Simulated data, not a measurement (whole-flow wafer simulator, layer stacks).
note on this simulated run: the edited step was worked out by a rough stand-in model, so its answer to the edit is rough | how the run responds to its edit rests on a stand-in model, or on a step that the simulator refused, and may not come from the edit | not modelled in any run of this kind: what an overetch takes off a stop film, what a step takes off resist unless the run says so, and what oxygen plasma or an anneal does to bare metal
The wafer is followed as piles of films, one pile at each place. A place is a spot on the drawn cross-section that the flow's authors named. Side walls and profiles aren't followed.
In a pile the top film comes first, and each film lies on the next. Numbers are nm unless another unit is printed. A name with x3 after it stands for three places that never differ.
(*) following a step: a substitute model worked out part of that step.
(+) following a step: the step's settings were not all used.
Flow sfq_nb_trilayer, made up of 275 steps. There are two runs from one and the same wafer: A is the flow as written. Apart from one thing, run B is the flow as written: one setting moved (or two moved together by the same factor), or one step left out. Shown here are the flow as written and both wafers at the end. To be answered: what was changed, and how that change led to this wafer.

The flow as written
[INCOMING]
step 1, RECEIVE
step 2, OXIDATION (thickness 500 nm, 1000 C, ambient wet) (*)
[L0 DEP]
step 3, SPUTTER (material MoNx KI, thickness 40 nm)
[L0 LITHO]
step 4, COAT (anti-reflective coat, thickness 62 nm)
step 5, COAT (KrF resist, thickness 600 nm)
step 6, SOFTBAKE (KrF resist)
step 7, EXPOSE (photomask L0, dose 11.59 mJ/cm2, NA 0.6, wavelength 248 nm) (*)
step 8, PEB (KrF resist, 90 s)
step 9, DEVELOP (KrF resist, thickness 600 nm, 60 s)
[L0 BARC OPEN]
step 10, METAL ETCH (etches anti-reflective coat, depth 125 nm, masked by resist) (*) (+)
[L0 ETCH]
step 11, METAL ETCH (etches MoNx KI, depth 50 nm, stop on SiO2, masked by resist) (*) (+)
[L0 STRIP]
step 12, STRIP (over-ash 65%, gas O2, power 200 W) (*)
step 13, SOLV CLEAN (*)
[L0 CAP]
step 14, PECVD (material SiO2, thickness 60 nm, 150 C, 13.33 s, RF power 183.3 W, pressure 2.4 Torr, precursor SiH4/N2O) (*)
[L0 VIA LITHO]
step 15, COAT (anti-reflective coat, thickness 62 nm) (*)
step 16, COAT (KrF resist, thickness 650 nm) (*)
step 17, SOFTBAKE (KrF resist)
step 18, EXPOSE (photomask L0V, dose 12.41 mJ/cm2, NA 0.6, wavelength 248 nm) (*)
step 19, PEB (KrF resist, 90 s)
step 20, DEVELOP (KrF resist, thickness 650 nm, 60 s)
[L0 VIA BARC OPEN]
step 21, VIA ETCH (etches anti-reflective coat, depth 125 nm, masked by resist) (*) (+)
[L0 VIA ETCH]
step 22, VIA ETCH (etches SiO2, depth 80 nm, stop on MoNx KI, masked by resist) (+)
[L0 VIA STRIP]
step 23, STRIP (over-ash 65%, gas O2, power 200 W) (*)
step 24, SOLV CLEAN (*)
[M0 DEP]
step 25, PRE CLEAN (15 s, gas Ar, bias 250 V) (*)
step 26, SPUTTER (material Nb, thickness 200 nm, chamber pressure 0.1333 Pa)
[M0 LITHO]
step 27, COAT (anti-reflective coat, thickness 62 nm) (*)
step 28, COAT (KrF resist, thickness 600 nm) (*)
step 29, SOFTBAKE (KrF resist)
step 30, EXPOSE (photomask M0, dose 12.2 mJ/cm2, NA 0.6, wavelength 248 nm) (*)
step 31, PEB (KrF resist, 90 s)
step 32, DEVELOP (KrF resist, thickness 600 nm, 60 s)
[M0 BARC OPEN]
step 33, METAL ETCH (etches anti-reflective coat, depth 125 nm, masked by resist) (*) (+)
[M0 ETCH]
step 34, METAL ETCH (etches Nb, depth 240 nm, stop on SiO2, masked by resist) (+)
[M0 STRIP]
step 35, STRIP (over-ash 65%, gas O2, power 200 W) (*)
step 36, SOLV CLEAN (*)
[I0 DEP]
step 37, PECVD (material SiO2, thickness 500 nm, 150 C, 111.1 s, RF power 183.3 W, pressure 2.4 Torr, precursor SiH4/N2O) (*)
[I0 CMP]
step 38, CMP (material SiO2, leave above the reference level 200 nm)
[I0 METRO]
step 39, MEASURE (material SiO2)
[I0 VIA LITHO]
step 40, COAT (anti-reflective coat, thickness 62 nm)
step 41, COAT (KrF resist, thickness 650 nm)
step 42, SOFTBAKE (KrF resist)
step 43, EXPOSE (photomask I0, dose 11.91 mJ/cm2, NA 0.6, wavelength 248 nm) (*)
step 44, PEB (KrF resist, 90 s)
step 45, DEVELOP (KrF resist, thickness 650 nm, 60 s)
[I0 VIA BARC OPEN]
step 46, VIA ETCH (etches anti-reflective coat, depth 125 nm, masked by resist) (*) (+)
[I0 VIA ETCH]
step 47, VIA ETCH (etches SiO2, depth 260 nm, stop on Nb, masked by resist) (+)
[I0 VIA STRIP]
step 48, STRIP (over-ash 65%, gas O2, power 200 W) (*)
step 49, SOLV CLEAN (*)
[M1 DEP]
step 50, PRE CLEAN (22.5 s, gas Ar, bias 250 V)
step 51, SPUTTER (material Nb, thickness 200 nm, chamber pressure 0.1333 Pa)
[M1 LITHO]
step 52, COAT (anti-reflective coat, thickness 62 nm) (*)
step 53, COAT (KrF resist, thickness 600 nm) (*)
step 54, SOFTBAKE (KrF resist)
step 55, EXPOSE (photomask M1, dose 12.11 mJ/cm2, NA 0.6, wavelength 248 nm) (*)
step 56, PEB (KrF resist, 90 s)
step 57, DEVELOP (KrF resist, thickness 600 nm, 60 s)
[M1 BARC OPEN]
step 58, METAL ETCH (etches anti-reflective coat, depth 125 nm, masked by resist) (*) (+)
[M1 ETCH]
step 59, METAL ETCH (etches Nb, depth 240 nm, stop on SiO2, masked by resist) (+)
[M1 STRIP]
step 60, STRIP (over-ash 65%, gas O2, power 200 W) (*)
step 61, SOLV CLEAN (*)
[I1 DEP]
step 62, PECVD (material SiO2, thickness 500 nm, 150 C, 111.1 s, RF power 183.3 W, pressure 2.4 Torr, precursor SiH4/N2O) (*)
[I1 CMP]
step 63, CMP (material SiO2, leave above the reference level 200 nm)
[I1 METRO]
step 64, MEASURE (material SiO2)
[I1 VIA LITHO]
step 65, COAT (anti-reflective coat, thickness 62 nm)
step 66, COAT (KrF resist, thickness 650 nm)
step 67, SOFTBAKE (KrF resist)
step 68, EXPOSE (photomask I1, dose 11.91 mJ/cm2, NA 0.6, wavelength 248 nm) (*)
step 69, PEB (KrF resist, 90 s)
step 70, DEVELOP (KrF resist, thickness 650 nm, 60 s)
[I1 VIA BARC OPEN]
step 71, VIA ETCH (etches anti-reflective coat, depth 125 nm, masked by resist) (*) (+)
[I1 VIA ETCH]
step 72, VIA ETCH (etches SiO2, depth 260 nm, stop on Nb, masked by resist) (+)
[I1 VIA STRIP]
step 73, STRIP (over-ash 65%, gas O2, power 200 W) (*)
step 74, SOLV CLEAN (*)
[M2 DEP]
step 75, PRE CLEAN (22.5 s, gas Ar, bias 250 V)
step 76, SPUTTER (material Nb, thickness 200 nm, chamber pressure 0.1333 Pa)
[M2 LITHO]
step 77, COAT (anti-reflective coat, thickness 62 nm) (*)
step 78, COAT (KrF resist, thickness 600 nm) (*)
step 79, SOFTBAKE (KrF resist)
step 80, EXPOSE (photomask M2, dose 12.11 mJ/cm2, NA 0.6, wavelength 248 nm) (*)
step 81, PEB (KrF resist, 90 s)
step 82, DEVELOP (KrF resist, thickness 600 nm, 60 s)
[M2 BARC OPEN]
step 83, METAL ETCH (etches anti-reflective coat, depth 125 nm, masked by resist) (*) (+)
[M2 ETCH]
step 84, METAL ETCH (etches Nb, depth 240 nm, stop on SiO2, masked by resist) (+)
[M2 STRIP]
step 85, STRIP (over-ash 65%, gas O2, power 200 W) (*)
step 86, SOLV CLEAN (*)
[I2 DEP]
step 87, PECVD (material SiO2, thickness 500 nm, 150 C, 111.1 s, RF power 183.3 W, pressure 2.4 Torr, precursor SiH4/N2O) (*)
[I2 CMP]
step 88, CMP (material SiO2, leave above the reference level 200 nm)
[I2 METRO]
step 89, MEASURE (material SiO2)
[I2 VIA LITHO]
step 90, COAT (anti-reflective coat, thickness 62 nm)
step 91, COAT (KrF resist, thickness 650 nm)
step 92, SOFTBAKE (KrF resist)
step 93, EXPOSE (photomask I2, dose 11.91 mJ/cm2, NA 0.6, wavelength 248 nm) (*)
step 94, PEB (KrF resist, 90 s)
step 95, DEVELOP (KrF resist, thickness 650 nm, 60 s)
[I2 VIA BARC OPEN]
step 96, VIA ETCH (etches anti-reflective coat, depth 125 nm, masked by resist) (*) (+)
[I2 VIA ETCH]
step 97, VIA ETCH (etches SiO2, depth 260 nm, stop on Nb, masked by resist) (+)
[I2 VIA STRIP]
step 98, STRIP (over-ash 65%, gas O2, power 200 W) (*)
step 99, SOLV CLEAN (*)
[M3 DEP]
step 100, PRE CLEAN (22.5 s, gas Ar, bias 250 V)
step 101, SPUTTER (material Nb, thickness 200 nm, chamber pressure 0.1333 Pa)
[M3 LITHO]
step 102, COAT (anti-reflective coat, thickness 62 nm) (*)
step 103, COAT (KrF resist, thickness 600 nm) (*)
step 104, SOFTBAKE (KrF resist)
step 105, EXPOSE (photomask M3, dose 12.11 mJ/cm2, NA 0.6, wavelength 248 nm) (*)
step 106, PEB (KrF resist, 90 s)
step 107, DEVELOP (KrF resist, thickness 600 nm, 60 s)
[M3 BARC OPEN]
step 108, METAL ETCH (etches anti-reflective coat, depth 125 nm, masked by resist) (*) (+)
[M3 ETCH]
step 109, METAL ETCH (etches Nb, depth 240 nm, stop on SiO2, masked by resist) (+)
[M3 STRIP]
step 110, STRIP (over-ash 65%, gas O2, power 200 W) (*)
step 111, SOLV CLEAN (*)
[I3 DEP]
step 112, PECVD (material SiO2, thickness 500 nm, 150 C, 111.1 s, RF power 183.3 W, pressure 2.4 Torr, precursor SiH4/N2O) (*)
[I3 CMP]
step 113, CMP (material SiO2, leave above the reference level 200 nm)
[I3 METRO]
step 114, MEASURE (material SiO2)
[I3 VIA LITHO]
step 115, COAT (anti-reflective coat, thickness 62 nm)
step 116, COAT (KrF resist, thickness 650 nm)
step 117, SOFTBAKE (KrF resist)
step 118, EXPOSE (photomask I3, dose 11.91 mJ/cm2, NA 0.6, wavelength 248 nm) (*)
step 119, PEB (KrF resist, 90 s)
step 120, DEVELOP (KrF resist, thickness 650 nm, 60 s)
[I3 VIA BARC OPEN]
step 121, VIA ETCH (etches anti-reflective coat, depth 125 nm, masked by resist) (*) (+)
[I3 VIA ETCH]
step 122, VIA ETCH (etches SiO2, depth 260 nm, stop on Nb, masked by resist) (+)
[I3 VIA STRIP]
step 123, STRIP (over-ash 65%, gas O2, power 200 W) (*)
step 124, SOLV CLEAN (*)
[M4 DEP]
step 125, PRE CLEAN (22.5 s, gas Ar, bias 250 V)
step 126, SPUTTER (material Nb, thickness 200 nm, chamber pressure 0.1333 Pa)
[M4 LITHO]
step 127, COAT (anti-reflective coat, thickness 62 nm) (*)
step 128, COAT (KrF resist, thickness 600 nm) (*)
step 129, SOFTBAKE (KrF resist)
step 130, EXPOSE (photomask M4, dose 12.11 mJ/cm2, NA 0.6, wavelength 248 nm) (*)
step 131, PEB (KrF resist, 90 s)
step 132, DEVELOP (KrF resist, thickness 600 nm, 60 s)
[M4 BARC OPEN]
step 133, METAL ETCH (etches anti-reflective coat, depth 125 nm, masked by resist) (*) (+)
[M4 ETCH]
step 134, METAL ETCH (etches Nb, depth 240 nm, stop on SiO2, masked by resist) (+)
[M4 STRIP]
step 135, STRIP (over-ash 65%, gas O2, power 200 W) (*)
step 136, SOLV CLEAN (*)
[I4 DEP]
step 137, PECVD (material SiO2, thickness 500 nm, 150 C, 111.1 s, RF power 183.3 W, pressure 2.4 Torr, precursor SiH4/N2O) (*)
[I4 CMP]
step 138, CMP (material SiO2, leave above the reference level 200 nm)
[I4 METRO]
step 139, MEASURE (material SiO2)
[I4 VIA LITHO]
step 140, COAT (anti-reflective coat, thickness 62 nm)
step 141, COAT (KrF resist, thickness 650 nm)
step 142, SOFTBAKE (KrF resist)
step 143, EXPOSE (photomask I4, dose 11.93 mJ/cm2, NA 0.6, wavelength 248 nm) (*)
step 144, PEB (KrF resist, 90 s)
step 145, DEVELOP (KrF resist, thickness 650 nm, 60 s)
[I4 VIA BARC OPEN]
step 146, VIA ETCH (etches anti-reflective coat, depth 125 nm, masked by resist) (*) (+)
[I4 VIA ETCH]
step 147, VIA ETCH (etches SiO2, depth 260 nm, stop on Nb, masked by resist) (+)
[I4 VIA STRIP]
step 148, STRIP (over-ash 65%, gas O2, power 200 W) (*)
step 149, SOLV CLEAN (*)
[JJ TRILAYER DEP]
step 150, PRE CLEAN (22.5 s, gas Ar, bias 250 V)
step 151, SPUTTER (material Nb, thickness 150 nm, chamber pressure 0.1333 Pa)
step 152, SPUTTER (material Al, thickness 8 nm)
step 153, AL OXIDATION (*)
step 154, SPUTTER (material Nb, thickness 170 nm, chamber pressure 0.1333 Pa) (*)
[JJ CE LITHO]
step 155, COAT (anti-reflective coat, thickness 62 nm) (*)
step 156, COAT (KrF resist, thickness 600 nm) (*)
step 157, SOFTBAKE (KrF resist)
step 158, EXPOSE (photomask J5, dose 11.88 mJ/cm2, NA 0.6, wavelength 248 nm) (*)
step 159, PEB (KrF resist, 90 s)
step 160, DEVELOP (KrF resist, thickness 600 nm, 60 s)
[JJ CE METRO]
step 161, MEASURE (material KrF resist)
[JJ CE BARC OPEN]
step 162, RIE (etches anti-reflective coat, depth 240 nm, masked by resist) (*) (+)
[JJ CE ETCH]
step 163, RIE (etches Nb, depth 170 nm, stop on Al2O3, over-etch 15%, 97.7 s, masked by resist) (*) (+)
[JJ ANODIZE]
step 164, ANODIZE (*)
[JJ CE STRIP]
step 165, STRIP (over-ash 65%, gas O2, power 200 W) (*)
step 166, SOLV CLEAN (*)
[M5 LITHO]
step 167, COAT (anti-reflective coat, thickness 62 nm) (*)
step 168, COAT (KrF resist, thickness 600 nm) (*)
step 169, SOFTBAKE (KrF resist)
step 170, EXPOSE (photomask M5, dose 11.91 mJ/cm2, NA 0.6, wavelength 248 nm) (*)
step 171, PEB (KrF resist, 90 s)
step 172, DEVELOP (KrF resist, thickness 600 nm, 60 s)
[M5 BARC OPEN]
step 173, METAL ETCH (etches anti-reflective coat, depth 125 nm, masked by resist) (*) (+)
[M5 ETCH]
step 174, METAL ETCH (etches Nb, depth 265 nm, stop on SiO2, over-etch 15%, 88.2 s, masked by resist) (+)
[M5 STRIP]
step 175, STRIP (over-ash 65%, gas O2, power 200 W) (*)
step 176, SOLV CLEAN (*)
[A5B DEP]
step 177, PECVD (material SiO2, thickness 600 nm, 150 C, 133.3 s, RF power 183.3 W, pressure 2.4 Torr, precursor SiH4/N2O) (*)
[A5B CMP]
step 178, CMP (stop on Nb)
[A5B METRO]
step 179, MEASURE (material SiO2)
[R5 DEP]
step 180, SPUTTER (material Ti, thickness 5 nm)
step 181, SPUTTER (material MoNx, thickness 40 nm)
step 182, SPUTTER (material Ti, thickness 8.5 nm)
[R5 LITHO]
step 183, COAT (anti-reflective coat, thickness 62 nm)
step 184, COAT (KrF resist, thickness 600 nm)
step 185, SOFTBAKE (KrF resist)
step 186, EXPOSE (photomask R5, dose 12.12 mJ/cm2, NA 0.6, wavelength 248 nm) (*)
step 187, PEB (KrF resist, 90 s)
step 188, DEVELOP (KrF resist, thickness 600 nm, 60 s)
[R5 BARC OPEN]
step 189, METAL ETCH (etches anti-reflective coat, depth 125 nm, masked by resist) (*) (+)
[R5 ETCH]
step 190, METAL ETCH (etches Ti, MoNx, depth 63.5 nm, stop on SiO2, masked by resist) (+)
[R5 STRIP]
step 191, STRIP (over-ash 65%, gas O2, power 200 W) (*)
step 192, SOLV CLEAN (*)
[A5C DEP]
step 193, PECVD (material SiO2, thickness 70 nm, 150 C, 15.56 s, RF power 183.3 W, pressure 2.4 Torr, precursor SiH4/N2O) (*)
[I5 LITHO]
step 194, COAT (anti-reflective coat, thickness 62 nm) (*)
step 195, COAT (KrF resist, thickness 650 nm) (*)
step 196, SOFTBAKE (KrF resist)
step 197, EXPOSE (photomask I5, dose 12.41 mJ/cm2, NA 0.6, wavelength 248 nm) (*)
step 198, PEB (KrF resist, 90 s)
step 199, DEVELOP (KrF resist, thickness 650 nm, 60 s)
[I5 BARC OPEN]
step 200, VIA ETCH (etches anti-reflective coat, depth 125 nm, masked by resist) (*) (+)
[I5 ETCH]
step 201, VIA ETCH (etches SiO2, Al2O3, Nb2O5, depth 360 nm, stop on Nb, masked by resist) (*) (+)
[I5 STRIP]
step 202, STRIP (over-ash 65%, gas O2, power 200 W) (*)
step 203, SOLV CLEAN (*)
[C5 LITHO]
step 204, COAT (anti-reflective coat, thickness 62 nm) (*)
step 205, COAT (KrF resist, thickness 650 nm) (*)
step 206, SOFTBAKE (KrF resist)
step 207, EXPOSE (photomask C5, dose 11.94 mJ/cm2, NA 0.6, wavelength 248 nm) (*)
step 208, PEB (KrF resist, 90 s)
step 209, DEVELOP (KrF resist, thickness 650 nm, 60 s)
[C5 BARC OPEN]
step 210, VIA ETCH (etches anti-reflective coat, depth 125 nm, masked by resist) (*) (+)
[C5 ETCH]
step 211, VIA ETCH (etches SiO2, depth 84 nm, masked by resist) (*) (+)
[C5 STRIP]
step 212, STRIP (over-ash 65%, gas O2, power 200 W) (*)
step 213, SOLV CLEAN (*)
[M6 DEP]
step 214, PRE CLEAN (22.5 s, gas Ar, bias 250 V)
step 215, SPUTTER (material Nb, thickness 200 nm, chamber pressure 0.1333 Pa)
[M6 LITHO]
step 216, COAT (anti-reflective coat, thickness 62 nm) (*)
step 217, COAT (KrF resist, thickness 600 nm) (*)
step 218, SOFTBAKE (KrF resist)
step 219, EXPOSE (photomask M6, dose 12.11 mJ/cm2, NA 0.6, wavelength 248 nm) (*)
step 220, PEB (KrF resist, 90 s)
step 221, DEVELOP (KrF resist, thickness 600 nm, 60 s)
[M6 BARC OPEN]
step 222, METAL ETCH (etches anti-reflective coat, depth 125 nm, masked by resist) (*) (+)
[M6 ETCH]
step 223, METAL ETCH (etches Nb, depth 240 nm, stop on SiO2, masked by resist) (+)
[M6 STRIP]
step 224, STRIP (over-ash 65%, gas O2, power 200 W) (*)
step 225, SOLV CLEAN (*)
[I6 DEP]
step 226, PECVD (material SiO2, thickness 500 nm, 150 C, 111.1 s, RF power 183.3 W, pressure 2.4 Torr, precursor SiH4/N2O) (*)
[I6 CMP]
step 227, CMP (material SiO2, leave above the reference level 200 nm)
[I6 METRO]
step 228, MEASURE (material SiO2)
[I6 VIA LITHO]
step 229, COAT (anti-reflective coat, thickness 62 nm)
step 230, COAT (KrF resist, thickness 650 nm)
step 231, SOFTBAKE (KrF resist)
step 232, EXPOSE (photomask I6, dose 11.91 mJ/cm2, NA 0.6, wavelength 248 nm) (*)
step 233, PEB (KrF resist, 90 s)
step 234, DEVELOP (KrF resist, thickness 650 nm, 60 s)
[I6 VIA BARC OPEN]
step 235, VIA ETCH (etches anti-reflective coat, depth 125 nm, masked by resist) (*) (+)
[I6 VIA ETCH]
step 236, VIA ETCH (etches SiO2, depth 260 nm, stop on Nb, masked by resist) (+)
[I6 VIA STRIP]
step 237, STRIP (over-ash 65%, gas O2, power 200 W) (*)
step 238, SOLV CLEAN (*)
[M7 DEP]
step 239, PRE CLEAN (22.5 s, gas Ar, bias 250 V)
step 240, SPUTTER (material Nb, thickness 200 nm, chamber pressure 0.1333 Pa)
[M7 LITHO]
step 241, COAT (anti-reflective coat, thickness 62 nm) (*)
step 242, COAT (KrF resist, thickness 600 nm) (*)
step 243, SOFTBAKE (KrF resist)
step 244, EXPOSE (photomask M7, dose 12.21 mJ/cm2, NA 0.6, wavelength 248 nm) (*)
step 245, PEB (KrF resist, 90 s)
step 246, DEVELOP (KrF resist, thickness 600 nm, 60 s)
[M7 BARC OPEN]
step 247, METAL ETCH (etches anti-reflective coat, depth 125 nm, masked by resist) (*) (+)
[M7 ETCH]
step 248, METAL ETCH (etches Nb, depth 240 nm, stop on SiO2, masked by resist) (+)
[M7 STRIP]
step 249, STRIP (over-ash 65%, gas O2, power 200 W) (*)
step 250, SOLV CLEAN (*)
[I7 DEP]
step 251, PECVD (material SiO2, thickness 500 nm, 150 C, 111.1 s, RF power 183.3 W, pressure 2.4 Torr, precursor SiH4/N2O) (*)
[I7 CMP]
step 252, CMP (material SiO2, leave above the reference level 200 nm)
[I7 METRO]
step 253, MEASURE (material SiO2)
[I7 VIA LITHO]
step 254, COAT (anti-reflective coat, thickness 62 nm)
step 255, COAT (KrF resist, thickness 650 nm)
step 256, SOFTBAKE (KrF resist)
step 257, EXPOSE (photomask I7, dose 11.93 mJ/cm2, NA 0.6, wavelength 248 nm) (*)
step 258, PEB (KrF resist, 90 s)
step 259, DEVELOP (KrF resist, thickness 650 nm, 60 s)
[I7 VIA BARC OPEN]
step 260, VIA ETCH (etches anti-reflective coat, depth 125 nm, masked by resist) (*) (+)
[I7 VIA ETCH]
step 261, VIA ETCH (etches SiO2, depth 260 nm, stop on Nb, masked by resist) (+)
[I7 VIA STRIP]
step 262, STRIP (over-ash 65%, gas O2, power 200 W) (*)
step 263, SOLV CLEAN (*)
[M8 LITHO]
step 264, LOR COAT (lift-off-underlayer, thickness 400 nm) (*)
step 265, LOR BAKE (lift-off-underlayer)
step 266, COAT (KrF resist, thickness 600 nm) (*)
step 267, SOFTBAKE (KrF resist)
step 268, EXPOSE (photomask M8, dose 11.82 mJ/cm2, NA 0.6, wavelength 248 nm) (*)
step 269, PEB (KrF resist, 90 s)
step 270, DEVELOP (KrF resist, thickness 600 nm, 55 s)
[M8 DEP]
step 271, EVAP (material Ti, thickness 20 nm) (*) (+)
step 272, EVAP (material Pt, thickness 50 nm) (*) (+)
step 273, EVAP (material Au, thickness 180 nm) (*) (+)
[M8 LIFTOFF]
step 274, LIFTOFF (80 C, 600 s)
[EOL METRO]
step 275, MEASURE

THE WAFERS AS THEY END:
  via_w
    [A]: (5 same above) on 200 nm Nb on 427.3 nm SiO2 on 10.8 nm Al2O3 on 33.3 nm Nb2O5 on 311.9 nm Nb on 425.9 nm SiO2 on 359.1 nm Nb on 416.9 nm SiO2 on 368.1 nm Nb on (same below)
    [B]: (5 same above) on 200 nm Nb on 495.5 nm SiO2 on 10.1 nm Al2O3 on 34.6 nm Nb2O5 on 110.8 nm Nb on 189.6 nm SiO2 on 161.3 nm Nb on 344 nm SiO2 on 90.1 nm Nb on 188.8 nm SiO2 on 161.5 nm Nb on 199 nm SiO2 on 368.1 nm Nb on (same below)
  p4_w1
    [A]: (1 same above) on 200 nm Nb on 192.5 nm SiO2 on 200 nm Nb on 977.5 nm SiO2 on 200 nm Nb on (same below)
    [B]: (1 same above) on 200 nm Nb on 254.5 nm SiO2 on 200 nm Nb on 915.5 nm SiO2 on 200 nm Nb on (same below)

What caused this: step 62, PECVD: thickness 238 nm was run, while the flow as written has thickness 500 nm; step 62, PECVD: 52.78 s was run, where the flow has 111.1 s.

The path from the change to this, step by step:
  step 62, PECVD (material SiO2, thickness 500 nm, 150 C, 111.1 s, RF power 183.3 W, pressure 2.4 Torr, precursor SiH4/N2O) (*)
      field_l, be, be_sur and 72 more: A +500 SiO2 | B +238 SiO2
      v_sur, via_wl, via_wr and 20 more: A +500 SiO2 (new film) | B +238 SiO2 (new film)
      (and at 8 other places as well)
  step 63, CMP (material SiO2, leave above the reference level 200 nm)
      field_l, be, be_sur and 72 more: A -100 SiO2 | B nothing
      lsp_m, ln_m6, lsp_r, l0_sur, l0v: A -94.9 SiO2 | B nothing
      (and at 26 other places as well)
  step 65, COAT (anti-reflective coat, thickness 62 nm)
      jj_sur, sp_r, p3_l2, p3_s2, p3_s5, p3_l6: A +62 anti-reflective coat (new film) | B +64 anti-reflective coat (new film)
      be_r, r_sur, res, p3_s1, p3_l3, p3_l5: A +62 anti-reflective coat (new film) | B +63.9 anti-reflective coat (new film)
      (and at 78 other places as well)
  step 66, COAT (KrF resist, thickness 650 nm)
      lsp_m, p4_fm, l0r_line_l: A +650 KrF resist (new film) | B +663.9 KrF resist (new film)
      p3_s0, m5r_line_l, m5r_line_r: A +650 KrF resist (new film) | B +668 KrF resist (new film)
      (and at 66 other places as well)
  step 70, DEVELOP (KrF resist, thickness 650 nm, 60 s)
      via_v: A -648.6 KrF resist (all of it) | B -590.8 KrF resist (all of it)
  step 71, VIA ETCH (etches anti-reflective coat, depth 125 nm, masked by resist) (*) (+)
      field_l, v_sur, via_wl and 102 more: A -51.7 KrF resist | B -41.1 KrF resist
      via_v: A -62 anti-reflective coat (all of it), -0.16 SiO2 | B -49.3 anti-reflective coat (all of it), -0.12 SiO2
  step 73, STRIP (over-ash 65%, gas O2, power 200 W) (*)
      p3_s3, p3_l4, p3_s4: A -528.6 KrF resist (all of it), -62 anti-reflective coat (all of it) | B -544.4 KrF resist (all of it), -63.8 anti-reflective coat (all of it)
      m0r_line_l, m6r_line_l, m7r_line_l: A -528.6 KrF resist (all of it), -62 anti-reflective coat (all of it) | B -570.7 KrF resist (all of it), -62.2 anti-reflective coat (all of it)
      (and at 99 other places as well)
  step 76, SPUTTER (material Nb, thickness 200 nm, chamber pressure 0.1333 Pa)
      lsp_m, ln_m6, lsp_r, l0_sur, l0v: A +200 Nb (new film) | B +195.8 Nb (new film)
      be, lsp_l: A +200 Nb (new film) | B +185.2 Nb (new film)
      (and at 1 other place as well)
  step 77, COAT (anti-reflective coat, thickness 62 nm) (*)
      p3_l2, p3_s2, p3_s5, p3_l6, r5r_line_r: A +62 anti-reflective coat (new film) | B +63.9 anti-reflective coat (new film)
      p3_s1, p3_l3, p3_s4, p3_l5: A +62 anti-reflective coat (new film) | B +63.8 anti-reflective coat (new film)
      (and at 81 other places as well)
  step 78, COAT (KrF resist, thickness 600 nm) (*)
      m0r_line_l, m6r_line_l, m7r_line_l: A +600 KrF resist (new film) | B +629.1 KrF resist (new film)
      m0r_space_l, m6r_space_l, m7r_space_l: A +600 KrF resist (new film) | B +621.8 KrF resist (new film)
      (and at 66 other places as well)
  step 82, DEVELOP (KrF resist, thickness 600 nm, 60 s)
      m0r_line_l, m6r_line_l, m7r_line_l: A -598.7 KrF resist (all of it) | B -627.8 KrF resist (all of it)
      m0r_space_l, m6r_space_l, m7r_space_l: A -598.7 KrF resist (all of it) | B -620.5 KrF resist (all of it)
      (and at 44 other places as well)
  step 83, METAL ETCH (etches anti-reflective coat, depth 125 nm, masked by resist) (*) (+)
      m5r_linepad_l, m5r_linepad_r, r5r_spacepad_l, r5r_spacepad_r, m8r_pad_l, m8r_pad_r: A -62 anti-reflective coat (all of it) | B -125 anti-reflective coat
      v_sur, via_wl, via_w and 19 more: A -51.7 KrF resist | B -69.4 KrF resist
      (and at 62 other places as well)
  step 84, METAL ETCH (etches Nb, depth 240 nm, stop on SiO2, masked by resist) (+)
      m5r_linepad_l, m5r_linepad_r: A -200 Nb (all of it) | B -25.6 anti-reflective coat (all of it), -200 Nb (all of it)
      r5r_spacepad_l, r5r_spacepad_r: A -200 Nb (all of it) | B -26 anti-reflective coat (all of it), -200 Nb (all of it)
      (and at 9 other places as well)
  step 85, STRIP (over-ash 65%, gas O2, power 200 W) (*)
      v_sur: A -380 KrF resist (all of it), -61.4 anti-reflective coat (all of it) | B -280.3 KrF resist (all of it), -40.1 anti-reflective coat (all of it)
      via_wl: A -379.5 KrF resist (all of it), -61.3 anti-reflective coat (all of it) | B -289.6 KrF resist (all of it), -33.7 anti-reflective coat (all of it)
      (and at 20 other places as well)
  step 87, PECVD (material SiO2, thickness 500 nm, 150 C, 111.1 s, RF power 183.3 W, pressure 2.4 Torr, precursor SiH4/N2O) (*)
      wl_d_sl, wl_d_sr: A +500 SiO2 | B +519.1 SiO2
      via_w: A +500 SiO2 (new film) | B +613.5 SiO2 (new film)
  step 88, CMP (material SiO2, leave above the reference level 200 nm)
      field_l, be, be_sur and 79 more: A -100 SiO2 | B nothing
      via_w: A -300 SiO2 | B -157.1 SiO2
  ... another 41 steps ...
  step 178, CMP (stop on Nb)
      via_w: A -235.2 SiO2 | B -226.5 SiO2
Taking metal films that touch as one body, via_w has 7 bodies (between them, from the top down: SiO2 192.5; SiO2 495.5 / Al2O3 10.1 / Nb2O5 34.6; SiO2 189.6; SiO2 344; SiO2 188.8; SiO2 199); the flow as written gives 5 bodies (between them, from the top down: SiO2 192.5; SiO2 427.3 / Al2O3 10.8 / Nb2O5 33.3; SiO2 425.9; SiO2 416.9).
